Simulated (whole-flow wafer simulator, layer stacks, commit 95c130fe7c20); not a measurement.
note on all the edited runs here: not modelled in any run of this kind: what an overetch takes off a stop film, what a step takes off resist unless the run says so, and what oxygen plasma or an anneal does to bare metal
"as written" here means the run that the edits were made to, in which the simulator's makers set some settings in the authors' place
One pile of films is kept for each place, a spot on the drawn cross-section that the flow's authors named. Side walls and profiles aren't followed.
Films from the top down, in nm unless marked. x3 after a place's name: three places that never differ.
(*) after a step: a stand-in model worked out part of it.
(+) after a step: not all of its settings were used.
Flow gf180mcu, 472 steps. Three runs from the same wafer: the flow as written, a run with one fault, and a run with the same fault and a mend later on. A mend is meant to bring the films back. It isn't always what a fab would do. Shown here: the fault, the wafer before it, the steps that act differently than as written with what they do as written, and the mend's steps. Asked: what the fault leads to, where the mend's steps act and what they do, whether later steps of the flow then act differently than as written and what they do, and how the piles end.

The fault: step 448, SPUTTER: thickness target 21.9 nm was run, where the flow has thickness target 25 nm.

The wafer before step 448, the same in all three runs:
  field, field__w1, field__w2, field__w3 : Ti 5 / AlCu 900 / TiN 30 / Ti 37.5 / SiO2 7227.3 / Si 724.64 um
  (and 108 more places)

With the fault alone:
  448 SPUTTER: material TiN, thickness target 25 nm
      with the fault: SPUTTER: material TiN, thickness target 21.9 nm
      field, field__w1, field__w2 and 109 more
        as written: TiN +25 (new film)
        with the fault: TiN +21.9 (new film)
  Later steps of the flow that act differently than as written (4 more steps differ only slightly, by at most 2% or 0.5 nm, whichever is larger, and aren't shown):
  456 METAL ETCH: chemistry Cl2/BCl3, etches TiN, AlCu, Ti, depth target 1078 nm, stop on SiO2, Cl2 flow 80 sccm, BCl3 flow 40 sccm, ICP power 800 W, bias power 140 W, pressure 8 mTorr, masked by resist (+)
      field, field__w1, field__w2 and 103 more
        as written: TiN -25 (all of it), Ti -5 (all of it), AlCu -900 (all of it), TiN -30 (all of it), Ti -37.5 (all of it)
        with the fault: TiN -21.9 (all of it), Ti -5 (all of it), AlCu -900 (all of it), TiN -30 (all of it), Ti -37.5 (all of it)
  At the end the piles differ from the flow's by more than 2% or 0.5 nm, whichever is larger, at field__w8, contact, m1, m1__w1, pad, m1_nw.
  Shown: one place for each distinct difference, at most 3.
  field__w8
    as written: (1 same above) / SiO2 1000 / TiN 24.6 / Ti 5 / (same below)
    with the fault: (1 same above) / SiO2 1000 / TiN 21.5 / Ti 5 / (same below)
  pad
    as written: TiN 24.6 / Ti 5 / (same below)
    with the fault: TiN 21.5 / Ti 5 / (same below)

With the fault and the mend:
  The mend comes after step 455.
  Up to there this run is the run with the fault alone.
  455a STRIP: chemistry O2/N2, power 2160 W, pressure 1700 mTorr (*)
      field__w8, contact, m1, m1__w1, pad, m1_nw
        resist -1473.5 (all of it)
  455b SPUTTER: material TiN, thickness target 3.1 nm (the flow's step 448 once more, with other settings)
      field, field__w1, field__w2 and 109 more
        TiN +3.1
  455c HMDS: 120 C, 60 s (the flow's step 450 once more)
      changes no film at any place that is followed
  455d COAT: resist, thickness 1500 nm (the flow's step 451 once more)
      field, field__w1, field__w2 and 109 more
        resist +1500 (new film)
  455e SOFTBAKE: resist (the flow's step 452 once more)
      changes no film at any place that is followed
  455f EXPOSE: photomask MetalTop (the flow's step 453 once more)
      changes no film at any place that is followed
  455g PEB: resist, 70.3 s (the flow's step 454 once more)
      field, field__w1, field__w2 and 109 more
        resist -26.5
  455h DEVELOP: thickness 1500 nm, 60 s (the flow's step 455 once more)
      field, field__w1, field__w2 and 103 more
        resist -1473.5 (all of it)
  No later step of the flow acts differently than as written at any place that is followed.
  At the end the piles are the same as the flow's at every place that both follow.
